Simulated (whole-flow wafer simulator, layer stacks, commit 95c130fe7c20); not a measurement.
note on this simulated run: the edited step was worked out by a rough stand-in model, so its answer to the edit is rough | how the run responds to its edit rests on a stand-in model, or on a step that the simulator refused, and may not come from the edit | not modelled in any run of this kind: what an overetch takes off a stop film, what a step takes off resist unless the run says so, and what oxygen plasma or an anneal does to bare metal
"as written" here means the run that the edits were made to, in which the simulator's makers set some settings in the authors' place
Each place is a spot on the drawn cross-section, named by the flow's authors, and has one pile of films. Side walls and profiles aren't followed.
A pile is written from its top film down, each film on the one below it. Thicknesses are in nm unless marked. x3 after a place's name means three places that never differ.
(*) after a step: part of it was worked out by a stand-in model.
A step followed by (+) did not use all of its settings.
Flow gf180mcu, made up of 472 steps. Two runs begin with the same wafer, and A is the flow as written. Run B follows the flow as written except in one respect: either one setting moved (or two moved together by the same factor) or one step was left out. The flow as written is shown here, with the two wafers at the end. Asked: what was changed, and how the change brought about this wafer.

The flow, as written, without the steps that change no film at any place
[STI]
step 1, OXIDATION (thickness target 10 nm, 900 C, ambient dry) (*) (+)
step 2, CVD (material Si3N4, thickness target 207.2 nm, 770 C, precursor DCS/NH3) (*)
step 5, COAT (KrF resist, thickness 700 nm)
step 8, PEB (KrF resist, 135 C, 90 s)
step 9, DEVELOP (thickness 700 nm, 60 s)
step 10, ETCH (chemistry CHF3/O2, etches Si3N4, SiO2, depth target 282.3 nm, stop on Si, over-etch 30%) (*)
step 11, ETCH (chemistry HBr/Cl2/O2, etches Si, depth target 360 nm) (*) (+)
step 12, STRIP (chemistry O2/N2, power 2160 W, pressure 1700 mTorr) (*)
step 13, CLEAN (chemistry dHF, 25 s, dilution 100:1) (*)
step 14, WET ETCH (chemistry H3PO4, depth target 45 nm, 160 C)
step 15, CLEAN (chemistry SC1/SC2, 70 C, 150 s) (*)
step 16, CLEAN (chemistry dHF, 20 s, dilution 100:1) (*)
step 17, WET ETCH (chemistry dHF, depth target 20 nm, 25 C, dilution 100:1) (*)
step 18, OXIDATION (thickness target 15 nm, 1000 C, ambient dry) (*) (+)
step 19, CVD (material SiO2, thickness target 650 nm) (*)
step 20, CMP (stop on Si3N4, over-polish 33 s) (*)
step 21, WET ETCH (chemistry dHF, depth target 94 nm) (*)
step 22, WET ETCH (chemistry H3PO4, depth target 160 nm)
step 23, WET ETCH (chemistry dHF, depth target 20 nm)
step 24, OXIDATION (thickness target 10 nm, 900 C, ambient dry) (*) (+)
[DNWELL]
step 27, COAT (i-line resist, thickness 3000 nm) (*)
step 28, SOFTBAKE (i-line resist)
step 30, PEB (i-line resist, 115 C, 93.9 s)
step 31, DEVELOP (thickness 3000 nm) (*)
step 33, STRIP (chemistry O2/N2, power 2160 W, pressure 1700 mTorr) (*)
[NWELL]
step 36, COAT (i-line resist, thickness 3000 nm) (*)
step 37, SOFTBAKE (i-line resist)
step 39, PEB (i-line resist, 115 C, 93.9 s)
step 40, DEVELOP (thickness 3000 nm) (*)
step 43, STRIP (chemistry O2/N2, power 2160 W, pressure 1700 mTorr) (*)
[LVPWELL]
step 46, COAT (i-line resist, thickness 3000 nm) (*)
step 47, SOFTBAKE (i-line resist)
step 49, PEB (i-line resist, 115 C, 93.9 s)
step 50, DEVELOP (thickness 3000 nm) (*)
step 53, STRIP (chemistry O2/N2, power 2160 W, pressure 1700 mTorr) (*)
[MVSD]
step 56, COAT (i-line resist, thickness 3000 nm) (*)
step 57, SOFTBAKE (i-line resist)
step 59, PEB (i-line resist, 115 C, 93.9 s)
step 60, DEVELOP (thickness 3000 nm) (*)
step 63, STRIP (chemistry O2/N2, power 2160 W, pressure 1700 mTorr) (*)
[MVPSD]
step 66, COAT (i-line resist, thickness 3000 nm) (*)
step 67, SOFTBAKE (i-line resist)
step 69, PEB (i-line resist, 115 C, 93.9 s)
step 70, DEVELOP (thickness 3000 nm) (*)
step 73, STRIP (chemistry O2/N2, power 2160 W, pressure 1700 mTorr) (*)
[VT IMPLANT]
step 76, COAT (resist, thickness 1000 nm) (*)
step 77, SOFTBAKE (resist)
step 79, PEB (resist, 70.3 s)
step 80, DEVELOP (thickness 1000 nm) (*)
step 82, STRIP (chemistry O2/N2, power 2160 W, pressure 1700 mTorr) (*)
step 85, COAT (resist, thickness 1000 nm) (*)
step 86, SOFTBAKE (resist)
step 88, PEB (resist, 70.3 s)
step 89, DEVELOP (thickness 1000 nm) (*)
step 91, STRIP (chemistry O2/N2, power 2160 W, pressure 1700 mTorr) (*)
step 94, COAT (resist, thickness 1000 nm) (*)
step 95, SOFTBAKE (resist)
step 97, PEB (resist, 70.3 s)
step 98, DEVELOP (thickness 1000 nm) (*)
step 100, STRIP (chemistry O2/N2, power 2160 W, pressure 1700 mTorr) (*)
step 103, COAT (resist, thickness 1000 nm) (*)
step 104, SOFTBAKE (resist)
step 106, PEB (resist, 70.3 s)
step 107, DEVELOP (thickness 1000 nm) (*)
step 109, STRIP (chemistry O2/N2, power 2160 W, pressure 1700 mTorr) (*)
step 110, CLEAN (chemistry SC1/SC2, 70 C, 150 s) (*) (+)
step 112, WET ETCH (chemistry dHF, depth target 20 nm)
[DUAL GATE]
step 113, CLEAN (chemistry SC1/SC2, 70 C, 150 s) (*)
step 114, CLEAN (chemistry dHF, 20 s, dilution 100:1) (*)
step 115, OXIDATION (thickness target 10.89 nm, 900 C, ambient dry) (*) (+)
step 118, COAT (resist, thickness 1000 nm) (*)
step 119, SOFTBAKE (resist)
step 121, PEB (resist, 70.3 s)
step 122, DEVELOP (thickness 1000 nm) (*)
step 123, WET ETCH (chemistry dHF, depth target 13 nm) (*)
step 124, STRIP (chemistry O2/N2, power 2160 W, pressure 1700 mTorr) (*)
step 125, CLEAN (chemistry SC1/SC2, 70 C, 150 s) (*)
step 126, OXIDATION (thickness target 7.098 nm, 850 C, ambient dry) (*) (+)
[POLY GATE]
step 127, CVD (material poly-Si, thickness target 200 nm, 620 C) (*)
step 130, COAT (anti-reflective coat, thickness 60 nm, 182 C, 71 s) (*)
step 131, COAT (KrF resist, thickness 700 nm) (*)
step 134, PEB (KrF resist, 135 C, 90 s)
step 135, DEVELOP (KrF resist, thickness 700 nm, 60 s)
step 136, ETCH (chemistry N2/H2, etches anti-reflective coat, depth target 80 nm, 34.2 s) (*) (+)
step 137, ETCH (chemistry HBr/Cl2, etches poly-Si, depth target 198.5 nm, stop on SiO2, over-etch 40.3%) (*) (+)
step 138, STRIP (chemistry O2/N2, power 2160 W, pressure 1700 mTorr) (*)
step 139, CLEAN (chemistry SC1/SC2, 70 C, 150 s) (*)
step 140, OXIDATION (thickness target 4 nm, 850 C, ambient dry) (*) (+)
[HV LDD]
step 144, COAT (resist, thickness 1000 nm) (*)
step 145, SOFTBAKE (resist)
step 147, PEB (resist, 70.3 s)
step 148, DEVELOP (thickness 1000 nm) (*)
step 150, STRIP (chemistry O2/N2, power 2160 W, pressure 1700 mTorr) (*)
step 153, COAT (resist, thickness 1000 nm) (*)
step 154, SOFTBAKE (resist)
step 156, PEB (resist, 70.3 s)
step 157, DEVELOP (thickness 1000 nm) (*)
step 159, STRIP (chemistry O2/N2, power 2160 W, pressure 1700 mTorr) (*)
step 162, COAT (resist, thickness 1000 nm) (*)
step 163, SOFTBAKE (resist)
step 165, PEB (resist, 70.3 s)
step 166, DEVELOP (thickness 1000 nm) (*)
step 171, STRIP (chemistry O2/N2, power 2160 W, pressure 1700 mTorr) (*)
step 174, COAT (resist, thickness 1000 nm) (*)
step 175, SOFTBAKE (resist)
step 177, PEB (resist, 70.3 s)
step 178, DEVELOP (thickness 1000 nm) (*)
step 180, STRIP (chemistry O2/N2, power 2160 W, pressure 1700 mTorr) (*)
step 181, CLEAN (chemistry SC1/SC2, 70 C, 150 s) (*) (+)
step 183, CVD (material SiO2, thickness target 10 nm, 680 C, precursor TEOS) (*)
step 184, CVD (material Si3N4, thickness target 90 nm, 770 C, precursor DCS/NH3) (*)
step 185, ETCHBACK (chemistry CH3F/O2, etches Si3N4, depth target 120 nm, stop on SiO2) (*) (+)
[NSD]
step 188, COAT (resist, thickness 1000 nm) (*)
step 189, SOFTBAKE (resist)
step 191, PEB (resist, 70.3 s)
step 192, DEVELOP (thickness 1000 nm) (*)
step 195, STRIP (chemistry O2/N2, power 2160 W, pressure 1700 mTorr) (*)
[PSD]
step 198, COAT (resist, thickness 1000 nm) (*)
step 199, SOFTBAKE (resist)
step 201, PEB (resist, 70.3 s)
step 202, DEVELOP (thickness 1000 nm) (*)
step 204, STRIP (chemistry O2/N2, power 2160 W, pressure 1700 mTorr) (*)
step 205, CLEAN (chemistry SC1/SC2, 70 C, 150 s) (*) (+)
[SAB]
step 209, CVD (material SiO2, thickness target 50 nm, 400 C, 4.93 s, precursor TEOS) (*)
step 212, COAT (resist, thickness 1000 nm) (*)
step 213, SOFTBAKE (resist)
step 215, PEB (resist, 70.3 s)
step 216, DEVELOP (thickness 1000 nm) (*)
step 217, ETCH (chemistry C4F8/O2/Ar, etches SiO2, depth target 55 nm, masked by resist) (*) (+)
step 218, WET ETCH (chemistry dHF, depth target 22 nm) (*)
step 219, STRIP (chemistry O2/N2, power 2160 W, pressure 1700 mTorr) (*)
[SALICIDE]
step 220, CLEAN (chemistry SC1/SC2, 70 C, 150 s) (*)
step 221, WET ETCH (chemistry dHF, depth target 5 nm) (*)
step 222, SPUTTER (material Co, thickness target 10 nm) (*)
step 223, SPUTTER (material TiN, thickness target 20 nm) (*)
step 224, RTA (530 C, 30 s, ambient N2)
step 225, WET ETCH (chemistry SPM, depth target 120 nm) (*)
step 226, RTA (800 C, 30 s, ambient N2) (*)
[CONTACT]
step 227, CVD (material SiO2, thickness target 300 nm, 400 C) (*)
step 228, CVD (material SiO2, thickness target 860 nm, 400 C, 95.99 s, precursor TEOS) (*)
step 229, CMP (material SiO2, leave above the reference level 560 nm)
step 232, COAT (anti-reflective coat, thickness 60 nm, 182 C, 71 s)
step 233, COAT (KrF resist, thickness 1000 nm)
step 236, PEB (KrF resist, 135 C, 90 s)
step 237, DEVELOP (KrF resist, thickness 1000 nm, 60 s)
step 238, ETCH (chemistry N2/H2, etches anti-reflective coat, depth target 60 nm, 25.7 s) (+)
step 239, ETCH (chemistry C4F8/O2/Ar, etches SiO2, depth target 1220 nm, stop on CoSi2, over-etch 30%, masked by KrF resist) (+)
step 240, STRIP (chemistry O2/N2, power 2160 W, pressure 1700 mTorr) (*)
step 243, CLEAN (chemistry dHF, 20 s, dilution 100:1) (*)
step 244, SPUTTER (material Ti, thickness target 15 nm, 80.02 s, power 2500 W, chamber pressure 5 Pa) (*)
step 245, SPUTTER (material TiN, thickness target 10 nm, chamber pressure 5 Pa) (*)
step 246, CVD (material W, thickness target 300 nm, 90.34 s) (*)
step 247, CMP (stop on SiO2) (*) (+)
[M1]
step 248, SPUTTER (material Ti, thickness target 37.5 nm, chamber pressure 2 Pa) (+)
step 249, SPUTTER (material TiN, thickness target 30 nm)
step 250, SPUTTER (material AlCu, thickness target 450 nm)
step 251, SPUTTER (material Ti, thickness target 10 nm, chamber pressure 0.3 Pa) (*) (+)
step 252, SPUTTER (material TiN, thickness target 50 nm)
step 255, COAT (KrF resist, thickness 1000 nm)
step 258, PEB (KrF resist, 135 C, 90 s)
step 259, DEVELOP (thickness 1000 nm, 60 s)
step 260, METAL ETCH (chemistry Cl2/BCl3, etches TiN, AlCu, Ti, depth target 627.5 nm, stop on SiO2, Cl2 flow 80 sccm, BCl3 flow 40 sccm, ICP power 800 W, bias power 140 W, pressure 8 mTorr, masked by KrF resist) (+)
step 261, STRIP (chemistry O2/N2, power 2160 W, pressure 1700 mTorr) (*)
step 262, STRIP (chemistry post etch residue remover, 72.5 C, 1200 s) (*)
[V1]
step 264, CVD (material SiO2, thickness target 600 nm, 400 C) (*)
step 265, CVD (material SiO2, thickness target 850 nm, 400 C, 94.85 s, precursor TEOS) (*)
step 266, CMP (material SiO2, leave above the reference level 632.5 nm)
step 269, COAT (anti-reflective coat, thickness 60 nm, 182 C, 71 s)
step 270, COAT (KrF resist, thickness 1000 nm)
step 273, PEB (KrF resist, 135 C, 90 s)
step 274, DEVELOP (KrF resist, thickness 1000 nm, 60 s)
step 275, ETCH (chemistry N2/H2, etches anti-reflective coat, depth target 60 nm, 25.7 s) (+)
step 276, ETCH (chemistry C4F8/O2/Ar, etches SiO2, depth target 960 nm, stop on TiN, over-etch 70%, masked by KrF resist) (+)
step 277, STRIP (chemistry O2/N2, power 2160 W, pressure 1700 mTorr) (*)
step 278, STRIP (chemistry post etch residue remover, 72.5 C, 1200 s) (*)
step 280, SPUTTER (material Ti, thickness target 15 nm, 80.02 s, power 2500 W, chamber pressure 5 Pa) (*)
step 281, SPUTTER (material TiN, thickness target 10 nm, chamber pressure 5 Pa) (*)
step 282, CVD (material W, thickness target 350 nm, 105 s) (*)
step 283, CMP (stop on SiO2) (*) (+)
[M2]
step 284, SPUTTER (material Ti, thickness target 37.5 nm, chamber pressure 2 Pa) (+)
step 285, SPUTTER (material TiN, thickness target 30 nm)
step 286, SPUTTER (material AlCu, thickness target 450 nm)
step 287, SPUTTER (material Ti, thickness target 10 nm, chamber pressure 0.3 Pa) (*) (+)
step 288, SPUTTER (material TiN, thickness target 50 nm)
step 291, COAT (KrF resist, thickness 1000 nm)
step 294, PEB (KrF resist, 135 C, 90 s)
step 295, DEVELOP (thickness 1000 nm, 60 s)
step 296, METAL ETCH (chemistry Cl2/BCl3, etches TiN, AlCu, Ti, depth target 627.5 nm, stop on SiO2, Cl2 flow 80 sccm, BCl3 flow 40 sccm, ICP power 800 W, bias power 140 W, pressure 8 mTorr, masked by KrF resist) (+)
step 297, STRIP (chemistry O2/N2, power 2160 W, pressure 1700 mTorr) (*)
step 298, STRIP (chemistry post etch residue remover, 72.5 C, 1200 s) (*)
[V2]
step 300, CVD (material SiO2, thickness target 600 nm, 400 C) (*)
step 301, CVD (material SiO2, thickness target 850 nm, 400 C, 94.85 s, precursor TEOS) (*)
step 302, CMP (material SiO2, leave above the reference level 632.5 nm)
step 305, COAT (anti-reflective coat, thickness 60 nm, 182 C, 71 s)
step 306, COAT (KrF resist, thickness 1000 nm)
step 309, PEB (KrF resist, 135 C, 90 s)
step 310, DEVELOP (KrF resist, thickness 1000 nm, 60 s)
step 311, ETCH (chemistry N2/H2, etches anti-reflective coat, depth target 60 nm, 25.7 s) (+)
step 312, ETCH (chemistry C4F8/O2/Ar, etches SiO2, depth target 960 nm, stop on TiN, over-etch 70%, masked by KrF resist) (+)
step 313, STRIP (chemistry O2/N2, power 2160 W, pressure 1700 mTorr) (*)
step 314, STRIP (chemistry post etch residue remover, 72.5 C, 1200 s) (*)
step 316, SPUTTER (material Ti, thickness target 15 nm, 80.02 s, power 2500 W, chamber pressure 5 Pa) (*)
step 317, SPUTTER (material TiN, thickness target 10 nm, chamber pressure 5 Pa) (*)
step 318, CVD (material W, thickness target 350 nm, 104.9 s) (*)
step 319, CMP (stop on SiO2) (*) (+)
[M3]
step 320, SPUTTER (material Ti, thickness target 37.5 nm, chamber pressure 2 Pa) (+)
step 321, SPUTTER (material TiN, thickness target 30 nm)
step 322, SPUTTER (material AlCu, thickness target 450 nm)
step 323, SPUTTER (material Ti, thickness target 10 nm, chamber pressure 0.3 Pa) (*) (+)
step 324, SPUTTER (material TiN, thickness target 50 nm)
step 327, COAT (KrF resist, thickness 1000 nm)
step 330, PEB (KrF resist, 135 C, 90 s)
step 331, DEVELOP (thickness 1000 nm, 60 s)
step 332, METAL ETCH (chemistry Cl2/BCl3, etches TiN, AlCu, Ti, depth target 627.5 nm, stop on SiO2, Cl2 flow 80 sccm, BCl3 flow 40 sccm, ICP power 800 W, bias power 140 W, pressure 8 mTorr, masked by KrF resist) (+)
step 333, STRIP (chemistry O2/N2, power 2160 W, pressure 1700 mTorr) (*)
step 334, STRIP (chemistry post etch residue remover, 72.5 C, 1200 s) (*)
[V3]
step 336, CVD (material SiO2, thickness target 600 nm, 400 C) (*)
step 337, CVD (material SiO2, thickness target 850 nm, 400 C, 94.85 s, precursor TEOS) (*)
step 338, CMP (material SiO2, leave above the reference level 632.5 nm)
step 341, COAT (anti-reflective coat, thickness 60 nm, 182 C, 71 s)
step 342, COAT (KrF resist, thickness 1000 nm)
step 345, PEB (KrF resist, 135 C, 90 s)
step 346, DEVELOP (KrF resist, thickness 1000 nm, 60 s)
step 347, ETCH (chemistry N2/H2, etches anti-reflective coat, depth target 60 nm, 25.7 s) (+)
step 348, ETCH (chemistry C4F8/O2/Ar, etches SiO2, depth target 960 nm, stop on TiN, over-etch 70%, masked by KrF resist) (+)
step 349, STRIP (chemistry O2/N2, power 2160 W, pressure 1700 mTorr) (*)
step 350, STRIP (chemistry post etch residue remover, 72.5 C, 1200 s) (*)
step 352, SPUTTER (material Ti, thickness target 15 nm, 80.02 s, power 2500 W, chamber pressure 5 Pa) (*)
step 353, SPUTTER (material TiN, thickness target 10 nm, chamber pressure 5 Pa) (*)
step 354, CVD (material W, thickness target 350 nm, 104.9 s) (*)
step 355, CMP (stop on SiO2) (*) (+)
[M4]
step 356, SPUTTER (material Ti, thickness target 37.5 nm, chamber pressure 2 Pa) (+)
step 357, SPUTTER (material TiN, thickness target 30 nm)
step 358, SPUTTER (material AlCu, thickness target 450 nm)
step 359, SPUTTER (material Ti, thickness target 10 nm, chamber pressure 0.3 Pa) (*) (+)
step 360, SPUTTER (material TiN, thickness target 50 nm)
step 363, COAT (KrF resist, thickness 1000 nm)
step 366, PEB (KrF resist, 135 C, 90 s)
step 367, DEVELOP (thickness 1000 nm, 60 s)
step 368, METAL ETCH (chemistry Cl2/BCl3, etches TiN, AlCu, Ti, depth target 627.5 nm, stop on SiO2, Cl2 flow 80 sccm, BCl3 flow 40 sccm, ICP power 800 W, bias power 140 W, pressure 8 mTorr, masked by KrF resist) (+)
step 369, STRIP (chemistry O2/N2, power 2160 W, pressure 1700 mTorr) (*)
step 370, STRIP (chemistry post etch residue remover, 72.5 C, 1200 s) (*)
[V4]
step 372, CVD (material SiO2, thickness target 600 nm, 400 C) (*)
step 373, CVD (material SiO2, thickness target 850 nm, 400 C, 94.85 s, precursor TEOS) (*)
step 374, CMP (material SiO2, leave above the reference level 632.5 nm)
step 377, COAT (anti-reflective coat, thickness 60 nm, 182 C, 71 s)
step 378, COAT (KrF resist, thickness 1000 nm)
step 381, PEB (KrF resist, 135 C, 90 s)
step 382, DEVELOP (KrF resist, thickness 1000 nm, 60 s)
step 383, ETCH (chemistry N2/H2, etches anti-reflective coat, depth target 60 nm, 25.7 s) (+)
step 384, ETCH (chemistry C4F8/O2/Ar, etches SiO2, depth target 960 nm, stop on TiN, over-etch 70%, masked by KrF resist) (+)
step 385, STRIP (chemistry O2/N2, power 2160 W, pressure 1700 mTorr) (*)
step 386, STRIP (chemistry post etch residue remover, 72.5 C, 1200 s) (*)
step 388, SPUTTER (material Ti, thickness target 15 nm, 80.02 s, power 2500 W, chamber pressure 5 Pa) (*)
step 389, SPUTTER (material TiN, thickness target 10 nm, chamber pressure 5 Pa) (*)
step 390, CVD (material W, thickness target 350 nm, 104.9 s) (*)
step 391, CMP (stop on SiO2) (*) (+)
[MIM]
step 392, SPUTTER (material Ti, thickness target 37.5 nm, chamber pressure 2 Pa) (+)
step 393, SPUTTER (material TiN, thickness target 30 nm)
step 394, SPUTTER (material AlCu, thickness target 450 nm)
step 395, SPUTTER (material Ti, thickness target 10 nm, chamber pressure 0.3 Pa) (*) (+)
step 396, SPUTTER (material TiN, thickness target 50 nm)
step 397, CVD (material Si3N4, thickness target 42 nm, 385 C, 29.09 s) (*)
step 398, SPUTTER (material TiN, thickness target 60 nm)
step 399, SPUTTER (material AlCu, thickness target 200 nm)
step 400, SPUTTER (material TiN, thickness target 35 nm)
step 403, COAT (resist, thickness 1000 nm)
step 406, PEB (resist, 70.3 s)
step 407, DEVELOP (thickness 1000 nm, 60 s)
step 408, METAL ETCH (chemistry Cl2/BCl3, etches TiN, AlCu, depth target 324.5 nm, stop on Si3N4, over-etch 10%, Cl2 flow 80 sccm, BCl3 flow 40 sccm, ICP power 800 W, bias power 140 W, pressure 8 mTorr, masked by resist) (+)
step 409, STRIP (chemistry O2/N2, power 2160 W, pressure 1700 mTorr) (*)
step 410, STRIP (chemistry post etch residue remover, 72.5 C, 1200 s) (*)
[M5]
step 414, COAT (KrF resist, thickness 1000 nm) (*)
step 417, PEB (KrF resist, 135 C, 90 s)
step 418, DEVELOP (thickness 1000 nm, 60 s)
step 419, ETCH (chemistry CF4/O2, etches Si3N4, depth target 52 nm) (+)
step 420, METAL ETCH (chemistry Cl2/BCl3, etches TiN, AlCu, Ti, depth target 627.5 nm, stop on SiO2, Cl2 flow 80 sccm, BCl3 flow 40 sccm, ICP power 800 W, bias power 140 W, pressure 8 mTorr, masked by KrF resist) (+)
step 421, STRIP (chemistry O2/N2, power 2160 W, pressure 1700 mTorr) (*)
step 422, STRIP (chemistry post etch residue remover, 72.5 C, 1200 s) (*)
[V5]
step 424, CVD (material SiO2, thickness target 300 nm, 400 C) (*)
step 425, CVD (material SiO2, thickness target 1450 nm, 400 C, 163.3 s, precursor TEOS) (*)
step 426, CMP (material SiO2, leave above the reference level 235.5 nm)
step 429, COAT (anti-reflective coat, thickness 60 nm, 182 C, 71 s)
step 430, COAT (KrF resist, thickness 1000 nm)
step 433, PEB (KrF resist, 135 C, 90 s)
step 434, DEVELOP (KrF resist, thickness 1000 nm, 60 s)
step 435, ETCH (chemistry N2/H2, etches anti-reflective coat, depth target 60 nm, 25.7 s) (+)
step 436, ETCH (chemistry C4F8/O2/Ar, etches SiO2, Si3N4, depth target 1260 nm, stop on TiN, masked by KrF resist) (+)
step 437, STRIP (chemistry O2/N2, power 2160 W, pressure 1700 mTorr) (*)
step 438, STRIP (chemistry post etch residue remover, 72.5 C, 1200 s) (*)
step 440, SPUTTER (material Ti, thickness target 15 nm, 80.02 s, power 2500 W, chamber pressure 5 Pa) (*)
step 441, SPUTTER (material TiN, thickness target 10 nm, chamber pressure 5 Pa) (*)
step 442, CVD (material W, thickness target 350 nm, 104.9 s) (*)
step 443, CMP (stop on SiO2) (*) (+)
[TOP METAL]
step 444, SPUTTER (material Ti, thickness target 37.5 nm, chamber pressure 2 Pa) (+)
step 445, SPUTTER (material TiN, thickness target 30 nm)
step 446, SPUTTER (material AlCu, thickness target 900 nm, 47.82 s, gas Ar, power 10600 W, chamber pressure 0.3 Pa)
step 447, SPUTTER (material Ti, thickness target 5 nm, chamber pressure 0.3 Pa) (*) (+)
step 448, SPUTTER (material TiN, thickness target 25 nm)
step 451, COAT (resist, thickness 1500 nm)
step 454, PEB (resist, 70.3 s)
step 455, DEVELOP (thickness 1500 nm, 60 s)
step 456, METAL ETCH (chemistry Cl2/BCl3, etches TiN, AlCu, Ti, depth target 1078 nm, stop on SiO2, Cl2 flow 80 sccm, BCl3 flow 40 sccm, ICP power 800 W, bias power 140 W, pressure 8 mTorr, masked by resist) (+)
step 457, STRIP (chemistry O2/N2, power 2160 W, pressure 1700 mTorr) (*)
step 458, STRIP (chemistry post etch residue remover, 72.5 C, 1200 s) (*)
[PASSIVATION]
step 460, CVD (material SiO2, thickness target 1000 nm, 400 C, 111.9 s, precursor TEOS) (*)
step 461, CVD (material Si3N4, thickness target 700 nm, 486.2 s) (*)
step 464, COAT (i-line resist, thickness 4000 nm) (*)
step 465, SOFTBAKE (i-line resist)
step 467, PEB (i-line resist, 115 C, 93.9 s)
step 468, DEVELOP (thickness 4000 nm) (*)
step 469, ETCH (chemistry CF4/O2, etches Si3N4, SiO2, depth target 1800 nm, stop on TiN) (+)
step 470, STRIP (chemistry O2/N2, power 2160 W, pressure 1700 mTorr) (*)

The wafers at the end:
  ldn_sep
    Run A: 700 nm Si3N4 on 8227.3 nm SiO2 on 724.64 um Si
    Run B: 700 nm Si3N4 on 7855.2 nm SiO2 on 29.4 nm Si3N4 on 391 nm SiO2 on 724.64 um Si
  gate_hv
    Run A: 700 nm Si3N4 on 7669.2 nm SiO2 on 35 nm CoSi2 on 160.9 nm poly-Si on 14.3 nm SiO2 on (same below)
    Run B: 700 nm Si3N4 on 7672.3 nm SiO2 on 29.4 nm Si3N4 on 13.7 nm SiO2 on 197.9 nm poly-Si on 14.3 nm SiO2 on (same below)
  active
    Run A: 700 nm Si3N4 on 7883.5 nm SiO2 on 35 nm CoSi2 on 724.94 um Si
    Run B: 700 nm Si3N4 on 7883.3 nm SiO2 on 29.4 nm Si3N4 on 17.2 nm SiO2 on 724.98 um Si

What caused this: step 185, ETCHBACK: depth target 56.4 nm was run, though the flow has depth target 120 nm.

Step by step, how the change led to this:
  step 185, ETCHBACK (chemistry CH3F/O2, etches Si3N4, depth target 120 nm, stop on SiO2) (*) (+)
      field, field__w1, field__w2 and 100 more: A -90 Si3N4 (all of it), -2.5 SiO2 | B -56.4 Si3N4
  step 188, COAT (resist, thickness 1000 nm) (*)
      spacer: A +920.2 resist (new film) | B +956.4 resist (new film)
  step 189, SOFTBAKE (resist)
      field__w9: A +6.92 resist | B -3.14 resist
      nw_enc_fld_lv: A +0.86 resist | B +5.57 resist
  step 191, PEB (resist, 70.3 s)
      spacer: A -14.3 resist | B -15.2 resist
  step 192, DEVELOP (thickness 1000 nm) (*)
      spacer: A -905.9 resist (all of it) | B -941.2 resist (all of it)
  step 198, COAT (resist, thickness 1000 nm) (*)
      spacer: A +920.2 resist (new film) | B +956.4 resist (new film)
  step 199, SOFTBAKE (resist)
      field__w9: A +6.92 resist | B -3.14 resist
      nw_enc_fld_lv: A +0.86 resist | B +5.57 resist
  step 201, PEB (resist, 70.3 s)
      spacer: A -14.3 resist | B -15.2 resist
  step 204, STRIP (chemistry O2/N2, power 2160 W, pressure 1700 mTorr) (*)
      spacer: A -905.9 resist (all of it) | B -941.2 resist (all of it)
  step 205, CLEAN (chemistry SC1/SC2, 70 C, 150 s) (*) (+)
      field, field__w1, field__w2 and 105 more: A -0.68 SiO2 | B -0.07 Si3N4
  step 209, CVD (material SiO2, thickness target 50 nm, 400 C, 4.93 s, precursor TEOS) (*)
      field, field__w7, field__w8 and 73 more: A +50 SiO2 | B +50 SiO2 (new film)
      field_sub__w1, field_sub__w3, field_sub__w4, field_sub__w5, ld_drift_n: A +48.9 SiO2 | B +48.8 SiO2 (new film)
      (as well as at 27 more places)
  step 212, COAT (resist, thickness 1000 nm) (*)
      spacer: A +919.4 resist (new film) | B +956 resist (new film)
  step 215, PEB (resist, 70.3 s)
      spacer: A -14.3 resist | B -15.2 resist
  step 216, DEVELOP (thickness 1000 nm) (*)
      spacer: A -905.1 resist (all of it) | B -940.8 resist (all of it)
  step 217, ETCH (chemistry C4F8/O2/Ar, etches SiO2, depth target 55 nm, masked by resist) (*) (+)
      field, field__w7, field__w8 and 70 more: A -55 SiO2 | B -50 SiO2 (all of it), -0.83 Si3N4
      field_sub__w1, field_sub__w3, field_sub__w4, field_sub__w5, ld_drift_n: A -55 SiO2 | B -48.8 SiO2 (all of it), -1.03 Si3N4
      (as well as at 21 more places)
  step 218, WET ETCH (chemistry dHF, depth target 22 nm) (*)
      gate, gate_hv, gate_p and 23 more: A -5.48 SiO2 (all of it) | B -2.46 Si3N4
      field, field__w10, sti and 14 more: A -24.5 SiO2 | B -2.46 Si3N4
      (as well as at 56 more places)
  ... 12 other steps ...
  step 471, ANNEAL (400 C, 1800 s, ambient N2/H2)
      polyc_n, polyc_p: A nothing | B under 9 films: +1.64 void (new film), -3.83 Ti, +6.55 TiSi first (new film), -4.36 poly-Si
      contact: A nothing | B under 49 films: +1.62 void (new film), -3.83 Ti, +6.55 TiSi first (new film), -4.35 Si
Taking metal films that touch as one body, gate_hv has 0 bodies; the flow as written gives 1 body.
Taking metal films that touch as one body, active has 0 bodies; the flow as written gives 1 body.
